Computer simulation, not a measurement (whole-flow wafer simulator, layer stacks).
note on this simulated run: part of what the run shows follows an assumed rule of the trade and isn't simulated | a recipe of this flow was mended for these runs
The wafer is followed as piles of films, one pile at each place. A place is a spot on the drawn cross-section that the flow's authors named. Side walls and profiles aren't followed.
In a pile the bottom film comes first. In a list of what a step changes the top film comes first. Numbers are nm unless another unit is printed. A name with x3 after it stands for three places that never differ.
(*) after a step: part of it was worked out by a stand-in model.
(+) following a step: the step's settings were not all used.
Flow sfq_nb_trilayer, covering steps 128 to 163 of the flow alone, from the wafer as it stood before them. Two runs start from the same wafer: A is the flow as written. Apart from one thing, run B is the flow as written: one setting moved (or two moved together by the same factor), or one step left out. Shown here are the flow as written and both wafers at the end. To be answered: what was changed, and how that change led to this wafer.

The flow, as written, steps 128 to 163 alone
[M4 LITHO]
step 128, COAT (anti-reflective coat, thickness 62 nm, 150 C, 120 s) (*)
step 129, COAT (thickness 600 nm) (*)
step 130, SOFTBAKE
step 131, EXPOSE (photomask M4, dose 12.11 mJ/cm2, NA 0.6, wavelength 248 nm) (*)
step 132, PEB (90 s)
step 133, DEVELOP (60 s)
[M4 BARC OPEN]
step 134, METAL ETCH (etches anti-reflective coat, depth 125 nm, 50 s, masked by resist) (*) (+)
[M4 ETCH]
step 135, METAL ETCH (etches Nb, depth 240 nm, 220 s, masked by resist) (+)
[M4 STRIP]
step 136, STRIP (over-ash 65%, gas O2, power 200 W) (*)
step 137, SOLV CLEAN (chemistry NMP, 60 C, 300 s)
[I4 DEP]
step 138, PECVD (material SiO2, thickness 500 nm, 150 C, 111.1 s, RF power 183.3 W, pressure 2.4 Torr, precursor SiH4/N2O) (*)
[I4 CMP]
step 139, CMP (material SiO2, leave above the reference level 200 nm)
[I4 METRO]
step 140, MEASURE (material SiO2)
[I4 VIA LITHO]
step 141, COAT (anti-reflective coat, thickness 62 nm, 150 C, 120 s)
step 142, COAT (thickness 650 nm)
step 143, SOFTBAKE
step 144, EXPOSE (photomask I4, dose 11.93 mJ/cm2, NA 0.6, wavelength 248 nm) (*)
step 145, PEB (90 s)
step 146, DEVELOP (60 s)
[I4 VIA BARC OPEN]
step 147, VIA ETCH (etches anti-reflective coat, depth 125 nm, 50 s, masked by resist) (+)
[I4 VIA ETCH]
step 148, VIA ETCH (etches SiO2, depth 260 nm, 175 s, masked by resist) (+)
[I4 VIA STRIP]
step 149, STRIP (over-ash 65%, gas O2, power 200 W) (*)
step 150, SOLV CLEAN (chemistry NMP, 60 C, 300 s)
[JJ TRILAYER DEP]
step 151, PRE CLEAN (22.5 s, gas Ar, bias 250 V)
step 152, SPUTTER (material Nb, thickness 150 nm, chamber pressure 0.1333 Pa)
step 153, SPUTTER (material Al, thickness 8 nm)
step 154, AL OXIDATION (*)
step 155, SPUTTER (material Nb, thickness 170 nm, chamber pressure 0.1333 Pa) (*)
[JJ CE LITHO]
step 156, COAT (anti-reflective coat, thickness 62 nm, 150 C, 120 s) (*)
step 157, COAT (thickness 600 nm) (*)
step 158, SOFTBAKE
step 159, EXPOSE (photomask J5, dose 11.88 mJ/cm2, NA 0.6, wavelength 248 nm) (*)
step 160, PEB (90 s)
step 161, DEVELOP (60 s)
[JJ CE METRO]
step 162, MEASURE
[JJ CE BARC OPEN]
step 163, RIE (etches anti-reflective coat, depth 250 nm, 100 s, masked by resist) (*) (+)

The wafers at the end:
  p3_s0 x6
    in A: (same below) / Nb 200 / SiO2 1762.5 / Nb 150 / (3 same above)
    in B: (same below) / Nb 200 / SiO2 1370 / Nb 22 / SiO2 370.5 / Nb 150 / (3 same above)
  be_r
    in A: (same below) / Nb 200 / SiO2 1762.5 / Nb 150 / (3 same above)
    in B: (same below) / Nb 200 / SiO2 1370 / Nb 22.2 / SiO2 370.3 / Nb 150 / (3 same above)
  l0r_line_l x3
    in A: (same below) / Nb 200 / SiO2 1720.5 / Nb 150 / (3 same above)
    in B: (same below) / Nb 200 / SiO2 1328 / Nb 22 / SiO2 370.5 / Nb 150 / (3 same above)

What caused this: step 134, METAL ETCH: etches anti-reflective coat, depth 125 nm, 50 s, masked by resist (*) (+), was not run.

Step by step, how the change led to this:
  step 135, METAL ETCH (etches Nb, depth 240 nm, 220 s, masked by resist) (+)
      p3_s0 x6, p3_fr x36, wl_d_m1, l0r_line_l x3, m0r_space_l x2: A -200 Nb (all of it), -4 SiO2 | B -62 anti-reflective coat (all of it), -178 Nb
      be_r, r_sur, res, r_end, moat, field_r: A -200 Nb (all of it), -4 SiO2 | B -62.2 anti-reflective coat (all of it), -177.8 Nb
      (also at 13 further places)
  step 136, STRIP (over-ash 65%, gas O2, power 200 W) (*)
      p4_fl x5, p4_w1 x9, wl_j_sl x14, wl_jj: A -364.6 KrF-resist-other-grade (all of it), -62 anti-reflective coat (all of it) | B -434 KrF-resist-other-grade (all of it), -62 anti-reflective coat (all of it)
      ln_m5, lsp_m: A -364 KrF-resist-other-grade (all of it), -62.3 anti-reflective coat (all of it) | B -433.5 KrF-resist-other-grade (all of it), -62.3 anti-reflective coat (all of it)
      (also at 8 further places)
  step 138, PECVD (material SiO2, thickness 500 nm, 150 C, 111.1 s, RF power 183.3 W, pressure 2.4 Torr, precursor SiH4/N2O) (*)
      field_l, be, be_sur and 55 more: A +500 SiO2 | B +500 SiO2 (new film)
      p3_s0 x6: A +561.1 SiO2 | B +535.1 SiO2 (new film)
      (also at 3 further places)
  step 139, CMP (material SiO2, leave above the reference level 200 nm)
      p3_fr x36, wl_d_m1, l0r_line_l x3, m0r_space_l x2: A -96 SiO2 | B -122 SiO2
      be_r, r_sur, res, r_end, moat, field_r: A -96 SiO2 | B -122.2 SiO2
      (also at 13 further places)
With metal films that touch counted as one body, p3_s0 x6 has 4 bodies (between them, from the top down: Al2O3 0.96; SiO2 370.5; SiO2 1370); the flow as written gives 3 bodies (between them, from the top down: Al2O3 0.96; SiO2 1762.5).
With metal films that touch counted as one body, be_r has 4 bodies (between them, from the top down: Al2O3 0.96; SiO2 370.3; SiO2 1370); the flow as written gives 3 bodies (between them, from the top down: Al2O3 0.96; SiO2 1762.5).
With metal films that touch counted as one body, l0r_line_l x3 has 5 bodies (between them, from the top down: Al2O3 0.96; SiO2 370.5; SiO2 1328; SiO2 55); the flow as written gives 4 bodies (between them, from the top down: Al2O3 0.96; SiO2 1720.5; SiO2 55).
